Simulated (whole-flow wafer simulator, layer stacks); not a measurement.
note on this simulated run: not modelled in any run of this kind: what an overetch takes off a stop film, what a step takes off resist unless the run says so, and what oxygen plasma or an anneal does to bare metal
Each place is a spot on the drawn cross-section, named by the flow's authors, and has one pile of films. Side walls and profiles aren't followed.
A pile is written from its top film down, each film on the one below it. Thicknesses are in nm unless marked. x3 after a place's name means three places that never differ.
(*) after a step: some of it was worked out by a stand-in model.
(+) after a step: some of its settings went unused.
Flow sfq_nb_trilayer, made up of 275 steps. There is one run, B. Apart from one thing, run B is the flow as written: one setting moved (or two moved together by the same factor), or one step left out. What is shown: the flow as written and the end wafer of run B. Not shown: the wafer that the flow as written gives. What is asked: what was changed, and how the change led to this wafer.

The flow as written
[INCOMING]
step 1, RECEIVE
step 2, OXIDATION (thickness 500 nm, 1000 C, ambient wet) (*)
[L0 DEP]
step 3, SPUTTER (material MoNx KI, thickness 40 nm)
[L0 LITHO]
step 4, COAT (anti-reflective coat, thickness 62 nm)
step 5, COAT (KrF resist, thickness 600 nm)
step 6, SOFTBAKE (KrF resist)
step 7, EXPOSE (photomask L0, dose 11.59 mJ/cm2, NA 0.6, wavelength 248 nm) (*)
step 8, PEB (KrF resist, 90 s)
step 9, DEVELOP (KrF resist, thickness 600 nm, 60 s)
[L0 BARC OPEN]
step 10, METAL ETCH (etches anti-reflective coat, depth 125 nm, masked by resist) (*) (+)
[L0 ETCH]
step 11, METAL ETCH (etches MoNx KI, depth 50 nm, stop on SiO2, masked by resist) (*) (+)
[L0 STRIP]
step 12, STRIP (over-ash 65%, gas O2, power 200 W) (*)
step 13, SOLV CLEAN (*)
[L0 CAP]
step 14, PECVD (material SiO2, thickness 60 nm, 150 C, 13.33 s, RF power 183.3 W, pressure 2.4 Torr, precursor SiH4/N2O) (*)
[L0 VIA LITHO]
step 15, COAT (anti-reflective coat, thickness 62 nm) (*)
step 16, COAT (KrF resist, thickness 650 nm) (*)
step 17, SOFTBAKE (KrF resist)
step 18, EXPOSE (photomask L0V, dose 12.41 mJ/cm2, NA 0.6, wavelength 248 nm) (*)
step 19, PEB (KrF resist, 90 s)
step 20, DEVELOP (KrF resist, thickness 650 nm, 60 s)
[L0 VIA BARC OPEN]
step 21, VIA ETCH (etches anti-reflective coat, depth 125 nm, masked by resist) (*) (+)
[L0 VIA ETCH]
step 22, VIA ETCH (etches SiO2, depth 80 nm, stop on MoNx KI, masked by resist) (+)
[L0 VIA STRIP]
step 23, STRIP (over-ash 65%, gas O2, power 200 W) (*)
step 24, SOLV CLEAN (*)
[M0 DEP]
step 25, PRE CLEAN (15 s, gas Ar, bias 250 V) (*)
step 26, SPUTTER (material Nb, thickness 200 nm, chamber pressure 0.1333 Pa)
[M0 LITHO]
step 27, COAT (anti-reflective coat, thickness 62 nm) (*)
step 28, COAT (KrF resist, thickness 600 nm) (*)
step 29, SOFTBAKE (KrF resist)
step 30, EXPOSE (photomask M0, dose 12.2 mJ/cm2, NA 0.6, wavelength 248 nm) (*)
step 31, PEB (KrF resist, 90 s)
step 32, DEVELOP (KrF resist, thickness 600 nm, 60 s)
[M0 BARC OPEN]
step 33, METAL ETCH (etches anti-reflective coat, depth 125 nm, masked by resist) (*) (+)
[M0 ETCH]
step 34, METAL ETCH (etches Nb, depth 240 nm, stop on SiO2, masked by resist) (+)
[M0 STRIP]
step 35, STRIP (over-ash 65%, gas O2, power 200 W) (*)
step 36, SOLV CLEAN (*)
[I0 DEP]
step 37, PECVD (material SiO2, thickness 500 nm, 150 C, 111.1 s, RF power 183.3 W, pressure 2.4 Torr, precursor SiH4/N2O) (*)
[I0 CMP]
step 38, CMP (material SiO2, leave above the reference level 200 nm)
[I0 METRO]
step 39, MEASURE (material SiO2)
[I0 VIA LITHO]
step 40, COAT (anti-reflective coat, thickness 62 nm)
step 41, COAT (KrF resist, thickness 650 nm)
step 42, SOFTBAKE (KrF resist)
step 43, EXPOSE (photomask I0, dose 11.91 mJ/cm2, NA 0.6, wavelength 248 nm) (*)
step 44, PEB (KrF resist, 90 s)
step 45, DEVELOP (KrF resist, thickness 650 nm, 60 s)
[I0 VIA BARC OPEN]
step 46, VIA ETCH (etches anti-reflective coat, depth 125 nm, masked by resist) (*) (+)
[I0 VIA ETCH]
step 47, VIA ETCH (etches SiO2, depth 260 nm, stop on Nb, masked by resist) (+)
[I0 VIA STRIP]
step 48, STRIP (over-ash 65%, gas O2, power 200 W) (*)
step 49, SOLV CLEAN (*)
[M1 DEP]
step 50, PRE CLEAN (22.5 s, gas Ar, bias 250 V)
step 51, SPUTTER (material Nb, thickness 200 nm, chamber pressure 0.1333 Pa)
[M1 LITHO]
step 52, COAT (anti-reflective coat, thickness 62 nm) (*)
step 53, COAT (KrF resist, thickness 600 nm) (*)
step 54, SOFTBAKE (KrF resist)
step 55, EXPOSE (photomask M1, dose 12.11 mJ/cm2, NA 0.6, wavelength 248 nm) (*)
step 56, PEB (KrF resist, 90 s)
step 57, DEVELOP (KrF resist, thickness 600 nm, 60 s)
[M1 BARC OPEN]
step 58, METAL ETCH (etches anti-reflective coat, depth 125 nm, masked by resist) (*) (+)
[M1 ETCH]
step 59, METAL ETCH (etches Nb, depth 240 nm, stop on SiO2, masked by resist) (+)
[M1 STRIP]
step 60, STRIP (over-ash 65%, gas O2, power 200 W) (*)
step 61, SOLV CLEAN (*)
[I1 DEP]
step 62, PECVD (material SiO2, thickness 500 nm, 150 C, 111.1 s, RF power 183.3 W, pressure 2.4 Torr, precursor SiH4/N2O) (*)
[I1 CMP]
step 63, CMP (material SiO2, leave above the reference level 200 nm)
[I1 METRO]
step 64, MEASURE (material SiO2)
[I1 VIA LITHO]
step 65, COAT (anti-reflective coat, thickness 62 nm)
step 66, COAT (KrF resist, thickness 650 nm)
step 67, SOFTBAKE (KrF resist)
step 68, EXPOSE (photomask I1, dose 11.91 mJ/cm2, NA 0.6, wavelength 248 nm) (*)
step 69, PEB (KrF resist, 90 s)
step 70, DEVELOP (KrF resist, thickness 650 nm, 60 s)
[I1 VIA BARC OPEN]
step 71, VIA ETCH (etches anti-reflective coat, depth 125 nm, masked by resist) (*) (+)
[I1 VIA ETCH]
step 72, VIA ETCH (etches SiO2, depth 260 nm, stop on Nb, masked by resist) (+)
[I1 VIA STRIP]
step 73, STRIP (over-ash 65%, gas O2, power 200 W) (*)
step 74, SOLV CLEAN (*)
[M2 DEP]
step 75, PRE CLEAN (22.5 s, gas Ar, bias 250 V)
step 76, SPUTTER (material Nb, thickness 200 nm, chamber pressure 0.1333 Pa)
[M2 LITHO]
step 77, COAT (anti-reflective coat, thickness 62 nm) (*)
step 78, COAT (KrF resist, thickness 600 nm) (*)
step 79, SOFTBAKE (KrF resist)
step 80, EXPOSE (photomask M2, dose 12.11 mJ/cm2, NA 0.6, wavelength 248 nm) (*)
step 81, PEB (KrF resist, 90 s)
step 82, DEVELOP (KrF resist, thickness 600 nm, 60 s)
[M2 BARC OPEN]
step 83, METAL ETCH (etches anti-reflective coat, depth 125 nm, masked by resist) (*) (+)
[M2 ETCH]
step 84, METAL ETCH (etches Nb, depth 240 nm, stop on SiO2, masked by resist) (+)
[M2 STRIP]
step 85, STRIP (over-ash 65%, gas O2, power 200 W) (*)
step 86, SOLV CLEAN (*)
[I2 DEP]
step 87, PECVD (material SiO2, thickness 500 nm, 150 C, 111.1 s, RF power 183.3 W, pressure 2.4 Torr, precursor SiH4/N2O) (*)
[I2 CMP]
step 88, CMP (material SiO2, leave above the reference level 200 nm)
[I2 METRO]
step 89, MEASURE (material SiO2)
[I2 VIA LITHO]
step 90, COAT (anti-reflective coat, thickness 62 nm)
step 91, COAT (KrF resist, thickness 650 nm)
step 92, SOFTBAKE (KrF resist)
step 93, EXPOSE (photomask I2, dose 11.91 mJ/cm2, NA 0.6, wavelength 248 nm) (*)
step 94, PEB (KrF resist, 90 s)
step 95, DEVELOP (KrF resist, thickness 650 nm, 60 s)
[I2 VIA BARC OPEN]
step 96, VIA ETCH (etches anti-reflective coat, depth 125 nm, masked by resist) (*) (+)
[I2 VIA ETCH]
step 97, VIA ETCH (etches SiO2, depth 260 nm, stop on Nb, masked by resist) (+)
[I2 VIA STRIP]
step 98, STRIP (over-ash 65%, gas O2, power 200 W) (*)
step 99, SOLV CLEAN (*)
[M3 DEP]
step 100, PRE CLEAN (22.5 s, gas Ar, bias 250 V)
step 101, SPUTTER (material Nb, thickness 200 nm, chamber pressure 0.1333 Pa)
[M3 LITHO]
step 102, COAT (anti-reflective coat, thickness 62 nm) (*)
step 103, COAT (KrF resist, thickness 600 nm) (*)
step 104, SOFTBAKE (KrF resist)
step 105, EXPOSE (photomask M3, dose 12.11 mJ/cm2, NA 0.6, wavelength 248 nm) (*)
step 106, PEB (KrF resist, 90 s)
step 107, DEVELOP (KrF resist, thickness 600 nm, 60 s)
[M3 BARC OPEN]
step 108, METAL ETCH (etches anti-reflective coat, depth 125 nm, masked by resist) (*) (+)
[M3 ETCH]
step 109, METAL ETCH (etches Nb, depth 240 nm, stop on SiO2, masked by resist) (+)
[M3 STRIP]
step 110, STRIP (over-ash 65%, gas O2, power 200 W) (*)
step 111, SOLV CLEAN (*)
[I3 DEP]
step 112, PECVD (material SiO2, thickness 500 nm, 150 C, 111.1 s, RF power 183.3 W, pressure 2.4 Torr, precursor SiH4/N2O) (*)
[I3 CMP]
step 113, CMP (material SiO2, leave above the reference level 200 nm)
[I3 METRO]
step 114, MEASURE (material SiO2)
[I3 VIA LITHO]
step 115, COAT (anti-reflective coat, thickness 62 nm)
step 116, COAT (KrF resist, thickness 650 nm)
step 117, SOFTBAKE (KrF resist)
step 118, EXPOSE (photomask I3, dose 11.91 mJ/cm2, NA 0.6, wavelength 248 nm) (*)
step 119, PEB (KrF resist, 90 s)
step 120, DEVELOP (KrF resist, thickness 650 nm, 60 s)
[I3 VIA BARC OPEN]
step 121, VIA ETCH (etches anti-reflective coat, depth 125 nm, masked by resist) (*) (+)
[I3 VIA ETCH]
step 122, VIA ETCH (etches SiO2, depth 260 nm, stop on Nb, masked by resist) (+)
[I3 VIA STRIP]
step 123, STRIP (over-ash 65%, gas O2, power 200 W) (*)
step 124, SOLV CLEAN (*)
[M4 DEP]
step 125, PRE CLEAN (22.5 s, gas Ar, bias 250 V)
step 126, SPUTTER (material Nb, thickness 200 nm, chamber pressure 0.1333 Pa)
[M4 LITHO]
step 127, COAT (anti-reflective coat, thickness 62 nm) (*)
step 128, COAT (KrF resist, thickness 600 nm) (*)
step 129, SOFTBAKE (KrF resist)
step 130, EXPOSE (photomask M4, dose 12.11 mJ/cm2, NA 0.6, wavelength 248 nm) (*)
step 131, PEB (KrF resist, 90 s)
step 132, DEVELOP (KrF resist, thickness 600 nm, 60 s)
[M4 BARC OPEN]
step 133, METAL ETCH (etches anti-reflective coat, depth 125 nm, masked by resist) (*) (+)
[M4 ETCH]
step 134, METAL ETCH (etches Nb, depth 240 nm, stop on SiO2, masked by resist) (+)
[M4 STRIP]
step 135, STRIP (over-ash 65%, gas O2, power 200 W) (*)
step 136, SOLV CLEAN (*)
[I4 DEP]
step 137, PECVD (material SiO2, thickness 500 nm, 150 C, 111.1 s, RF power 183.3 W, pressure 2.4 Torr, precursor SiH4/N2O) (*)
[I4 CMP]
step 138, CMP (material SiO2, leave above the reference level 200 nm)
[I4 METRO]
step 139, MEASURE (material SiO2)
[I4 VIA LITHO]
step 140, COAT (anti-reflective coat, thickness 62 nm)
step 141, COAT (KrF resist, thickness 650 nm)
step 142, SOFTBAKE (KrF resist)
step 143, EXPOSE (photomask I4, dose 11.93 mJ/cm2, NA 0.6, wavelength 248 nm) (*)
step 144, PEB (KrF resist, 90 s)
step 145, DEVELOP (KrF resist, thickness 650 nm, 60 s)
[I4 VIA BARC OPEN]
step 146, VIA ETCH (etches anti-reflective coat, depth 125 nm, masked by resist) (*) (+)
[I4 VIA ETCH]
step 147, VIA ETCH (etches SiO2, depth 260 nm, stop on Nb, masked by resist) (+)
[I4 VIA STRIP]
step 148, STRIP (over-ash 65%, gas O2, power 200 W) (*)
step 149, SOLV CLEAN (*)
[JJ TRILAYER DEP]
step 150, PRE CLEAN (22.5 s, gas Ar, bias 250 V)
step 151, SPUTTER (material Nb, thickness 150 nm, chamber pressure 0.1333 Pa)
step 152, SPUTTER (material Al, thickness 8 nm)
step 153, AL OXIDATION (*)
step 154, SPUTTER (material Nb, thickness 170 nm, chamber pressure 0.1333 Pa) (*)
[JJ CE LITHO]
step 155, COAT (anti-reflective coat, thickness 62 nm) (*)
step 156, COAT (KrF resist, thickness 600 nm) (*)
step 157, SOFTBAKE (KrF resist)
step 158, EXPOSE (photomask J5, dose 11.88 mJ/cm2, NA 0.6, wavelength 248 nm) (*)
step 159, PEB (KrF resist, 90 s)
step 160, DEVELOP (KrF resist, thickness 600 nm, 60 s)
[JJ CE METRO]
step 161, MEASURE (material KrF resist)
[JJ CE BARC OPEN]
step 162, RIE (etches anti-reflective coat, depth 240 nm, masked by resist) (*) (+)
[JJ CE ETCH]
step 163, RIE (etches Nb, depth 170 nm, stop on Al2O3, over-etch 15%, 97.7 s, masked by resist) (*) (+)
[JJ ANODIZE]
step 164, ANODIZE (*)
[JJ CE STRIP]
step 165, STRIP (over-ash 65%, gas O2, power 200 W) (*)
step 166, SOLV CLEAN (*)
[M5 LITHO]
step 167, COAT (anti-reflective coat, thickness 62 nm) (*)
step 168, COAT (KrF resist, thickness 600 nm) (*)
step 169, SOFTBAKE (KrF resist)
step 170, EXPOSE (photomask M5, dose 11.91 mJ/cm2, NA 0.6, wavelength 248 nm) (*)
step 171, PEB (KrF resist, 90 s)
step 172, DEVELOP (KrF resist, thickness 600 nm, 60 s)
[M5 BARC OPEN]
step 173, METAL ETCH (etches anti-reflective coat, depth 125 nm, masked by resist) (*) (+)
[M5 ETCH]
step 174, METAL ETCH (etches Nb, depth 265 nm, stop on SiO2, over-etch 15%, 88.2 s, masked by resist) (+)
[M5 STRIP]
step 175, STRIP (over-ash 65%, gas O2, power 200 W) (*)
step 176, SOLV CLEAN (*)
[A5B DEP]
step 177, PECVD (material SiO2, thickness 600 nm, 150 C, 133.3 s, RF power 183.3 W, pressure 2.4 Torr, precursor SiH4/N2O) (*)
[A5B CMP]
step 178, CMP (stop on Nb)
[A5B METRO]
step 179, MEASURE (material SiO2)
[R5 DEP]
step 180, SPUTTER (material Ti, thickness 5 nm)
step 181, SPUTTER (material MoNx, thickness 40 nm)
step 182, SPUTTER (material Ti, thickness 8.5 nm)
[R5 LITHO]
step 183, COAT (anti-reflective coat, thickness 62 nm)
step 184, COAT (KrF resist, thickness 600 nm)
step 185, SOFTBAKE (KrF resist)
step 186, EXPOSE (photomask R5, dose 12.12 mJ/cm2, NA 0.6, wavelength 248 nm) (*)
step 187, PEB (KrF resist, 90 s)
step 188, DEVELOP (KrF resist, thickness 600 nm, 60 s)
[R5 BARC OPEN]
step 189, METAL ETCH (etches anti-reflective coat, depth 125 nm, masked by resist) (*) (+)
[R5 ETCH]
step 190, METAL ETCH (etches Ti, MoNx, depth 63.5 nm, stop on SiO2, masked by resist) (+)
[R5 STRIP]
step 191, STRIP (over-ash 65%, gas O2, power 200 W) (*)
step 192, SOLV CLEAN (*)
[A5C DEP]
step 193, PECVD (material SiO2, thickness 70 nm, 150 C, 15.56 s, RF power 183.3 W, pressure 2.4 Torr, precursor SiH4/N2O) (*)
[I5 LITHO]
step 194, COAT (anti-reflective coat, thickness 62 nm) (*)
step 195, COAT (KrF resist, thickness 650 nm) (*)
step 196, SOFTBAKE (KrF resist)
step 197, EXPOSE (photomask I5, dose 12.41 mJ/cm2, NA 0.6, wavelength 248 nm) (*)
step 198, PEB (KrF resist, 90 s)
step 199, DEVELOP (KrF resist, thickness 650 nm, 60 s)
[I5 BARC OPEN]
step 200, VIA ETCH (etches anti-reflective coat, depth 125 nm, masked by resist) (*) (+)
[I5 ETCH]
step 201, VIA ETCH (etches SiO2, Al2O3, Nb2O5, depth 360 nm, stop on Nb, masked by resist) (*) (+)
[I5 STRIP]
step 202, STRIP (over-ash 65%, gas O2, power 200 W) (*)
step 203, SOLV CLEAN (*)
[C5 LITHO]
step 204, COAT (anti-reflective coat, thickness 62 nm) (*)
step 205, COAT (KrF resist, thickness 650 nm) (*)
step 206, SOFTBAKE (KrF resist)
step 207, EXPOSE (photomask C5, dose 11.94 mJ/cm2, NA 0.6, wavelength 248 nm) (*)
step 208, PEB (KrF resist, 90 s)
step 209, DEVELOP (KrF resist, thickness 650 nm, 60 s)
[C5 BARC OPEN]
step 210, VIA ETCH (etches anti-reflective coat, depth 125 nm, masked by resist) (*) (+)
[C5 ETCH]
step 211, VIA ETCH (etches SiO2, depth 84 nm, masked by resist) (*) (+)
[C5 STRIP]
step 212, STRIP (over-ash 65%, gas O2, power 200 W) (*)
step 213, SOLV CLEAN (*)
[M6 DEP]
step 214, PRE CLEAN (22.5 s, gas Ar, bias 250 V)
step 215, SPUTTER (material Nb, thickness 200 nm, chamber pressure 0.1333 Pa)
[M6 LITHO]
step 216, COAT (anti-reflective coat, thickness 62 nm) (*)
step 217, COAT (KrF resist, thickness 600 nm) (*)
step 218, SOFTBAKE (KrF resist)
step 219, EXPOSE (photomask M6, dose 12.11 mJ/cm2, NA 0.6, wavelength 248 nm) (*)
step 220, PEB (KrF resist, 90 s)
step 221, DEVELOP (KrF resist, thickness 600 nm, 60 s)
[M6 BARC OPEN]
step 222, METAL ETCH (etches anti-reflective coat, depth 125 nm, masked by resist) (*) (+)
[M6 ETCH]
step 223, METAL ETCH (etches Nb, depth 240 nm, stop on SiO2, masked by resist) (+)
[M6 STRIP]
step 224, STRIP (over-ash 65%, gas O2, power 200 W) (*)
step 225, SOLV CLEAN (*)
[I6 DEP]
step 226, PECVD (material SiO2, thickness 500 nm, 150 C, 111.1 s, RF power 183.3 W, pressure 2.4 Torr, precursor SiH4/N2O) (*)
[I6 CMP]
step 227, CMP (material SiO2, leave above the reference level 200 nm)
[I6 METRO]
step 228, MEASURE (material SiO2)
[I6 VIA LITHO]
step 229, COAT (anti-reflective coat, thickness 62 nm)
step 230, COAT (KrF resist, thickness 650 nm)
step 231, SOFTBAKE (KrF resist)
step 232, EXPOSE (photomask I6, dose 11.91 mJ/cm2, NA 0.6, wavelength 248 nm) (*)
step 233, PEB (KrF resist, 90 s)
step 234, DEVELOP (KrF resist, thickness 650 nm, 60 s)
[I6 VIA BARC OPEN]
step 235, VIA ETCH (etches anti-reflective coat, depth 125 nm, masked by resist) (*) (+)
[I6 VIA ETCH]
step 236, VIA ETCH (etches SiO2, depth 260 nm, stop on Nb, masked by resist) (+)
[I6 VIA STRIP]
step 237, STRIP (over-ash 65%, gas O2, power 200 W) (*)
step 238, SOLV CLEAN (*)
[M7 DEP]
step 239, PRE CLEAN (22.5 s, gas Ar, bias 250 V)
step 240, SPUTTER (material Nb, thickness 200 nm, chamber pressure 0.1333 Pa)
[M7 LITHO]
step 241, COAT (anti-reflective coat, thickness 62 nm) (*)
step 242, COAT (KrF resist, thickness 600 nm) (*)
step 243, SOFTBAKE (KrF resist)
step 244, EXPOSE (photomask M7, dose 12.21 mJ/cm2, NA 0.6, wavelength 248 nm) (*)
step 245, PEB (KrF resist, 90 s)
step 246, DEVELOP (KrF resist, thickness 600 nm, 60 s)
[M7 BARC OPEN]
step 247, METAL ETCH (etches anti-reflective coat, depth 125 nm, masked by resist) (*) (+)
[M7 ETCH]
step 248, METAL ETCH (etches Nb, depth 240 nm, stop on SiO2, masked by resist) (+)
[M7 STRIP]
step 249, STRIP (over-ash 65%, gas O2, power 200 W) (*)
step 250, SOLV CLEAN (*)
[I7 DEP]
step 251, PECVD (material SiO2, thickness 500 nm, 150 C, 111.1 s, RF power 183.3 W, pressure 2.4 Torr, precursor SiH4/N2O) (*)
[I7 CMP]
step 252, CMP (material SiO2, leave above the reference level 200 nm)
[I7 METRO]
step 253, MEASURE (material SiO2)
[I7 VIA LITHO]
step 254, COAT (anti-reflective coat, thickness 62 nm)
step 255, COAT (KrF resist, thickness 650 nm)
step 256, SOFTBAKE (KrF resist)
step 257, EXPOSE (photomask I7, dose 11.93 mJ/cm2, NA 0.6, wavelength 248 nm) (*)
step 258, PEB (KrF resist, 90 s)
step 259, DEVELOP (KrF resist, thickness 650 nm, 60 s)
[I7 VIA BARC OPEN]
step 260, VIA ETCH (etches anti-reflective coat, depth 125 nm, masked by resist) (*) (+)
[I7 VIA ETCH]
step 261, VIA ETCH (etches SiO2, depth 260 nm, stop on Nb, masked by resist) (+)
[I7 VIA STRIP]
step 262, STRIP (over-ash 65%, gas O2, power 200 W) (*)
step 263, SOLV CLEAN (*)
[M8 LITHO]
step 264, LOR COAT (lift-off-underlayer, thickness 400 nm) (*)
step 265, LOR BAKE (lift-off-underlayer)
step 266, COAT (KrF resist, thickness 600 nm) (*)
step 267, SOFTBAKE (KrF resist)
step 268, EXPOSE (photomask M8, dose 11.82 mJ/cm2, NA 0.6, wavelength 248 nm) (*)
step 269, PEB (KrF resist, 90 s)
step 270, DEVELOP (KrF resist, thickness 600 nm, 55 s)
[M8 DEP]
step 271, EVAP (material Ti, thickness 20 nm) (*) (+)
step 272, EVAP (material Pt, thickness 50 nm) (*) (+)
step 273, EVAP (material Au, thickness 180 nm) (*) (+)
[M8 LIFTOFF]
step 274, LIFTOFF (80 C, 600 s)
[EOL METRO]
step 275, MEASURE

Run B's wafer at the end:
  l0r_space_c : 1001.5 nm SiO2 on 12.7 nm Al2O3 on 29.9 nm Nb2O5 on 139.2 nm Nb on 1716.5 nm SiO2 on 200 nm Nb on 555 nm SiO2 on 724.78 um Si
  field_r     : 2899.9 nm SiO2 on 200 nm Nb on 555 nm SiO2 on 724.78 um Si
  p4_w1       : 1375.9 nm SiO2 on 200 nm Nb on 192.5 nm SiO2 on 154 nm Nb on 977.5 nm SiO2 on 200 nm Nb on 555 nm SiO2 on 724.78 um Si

What caused this: step 101, SPUTTER: thickness 154 nm was run, while the flow as written has thickness 200 nm.
The wafer lets one read it off: p4_w1 has Nb 154, and step 101 as written asks for 200 nm.

Step by step, how the change led to this:
  step 101, SPUTTER (material Nb, thickness 200 nm, chamber pressure 0.1333 Pa)
      field_l, v_sur, via_wl and 102 more: +154 Nb (new film) (in the flow as written it would be: +200 Nb (new film))
      via_w: +127.2 Nb (in the flow as written it would be: +165.5 Nb)
  step 102, COAT (anti-reflective coat, thickness 62 nm) (*)
      via_wl, via_wr: +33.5 anti-reflective coat (new film) (in the flow as written it would be: +34.2 anti-reflective coat (new film))
  step 109, METAL ETCH (etches Nb, depth 240 nm, stop on SiO2, masked by resist) (+)
      field_l, be, be_sur and 72 more: -154 Nb (all of it) (in the flow as written it would be: -200 Nb (all of it))
      v_sur, via_wl, via_w and 28 more: -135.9 KrF resist (in the flow as written it would be: -141.2 KrF resist)
  step 110, STRIP (over-ash 65%, gas O2, power 200 W) (*)
      via_wl, via_wr: -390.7 KrF resist (all of it), -33.5 anti-reflective coat (all of it) (in the flow as written it would be: -384.2 KrF resist (all of it), -34.2 anti-reflective coat (all of it))
  step 112, PECVD (material SiO2, thickness 500 nm, 150 C, 111.1 s, RF power 183.3 W, pressure 2.4 Torr, precursor SiH4/N2O) (*)
      p4_g1, p4_g2, p3_s0, p3_s1, p3_s2, p3_s3, p3_s4, p3_s5: +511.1 SiO2 (in the flow as written it would be: +557.1 SiO2)
      via_w: +602.3 SiO2 (new film) (in the flow as written it would be: +615 SiO2 (new film))
  step 113, CMP (material SiO2, leave above the reference level 200 nm)
      field_l, be, be_sur and 64 more: -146 SiO2 (in the flow as written it would be: -100 SiO2)
      via_w: -176.5 SiO2 (in the flow as written it would be: -181.6 SiO2)
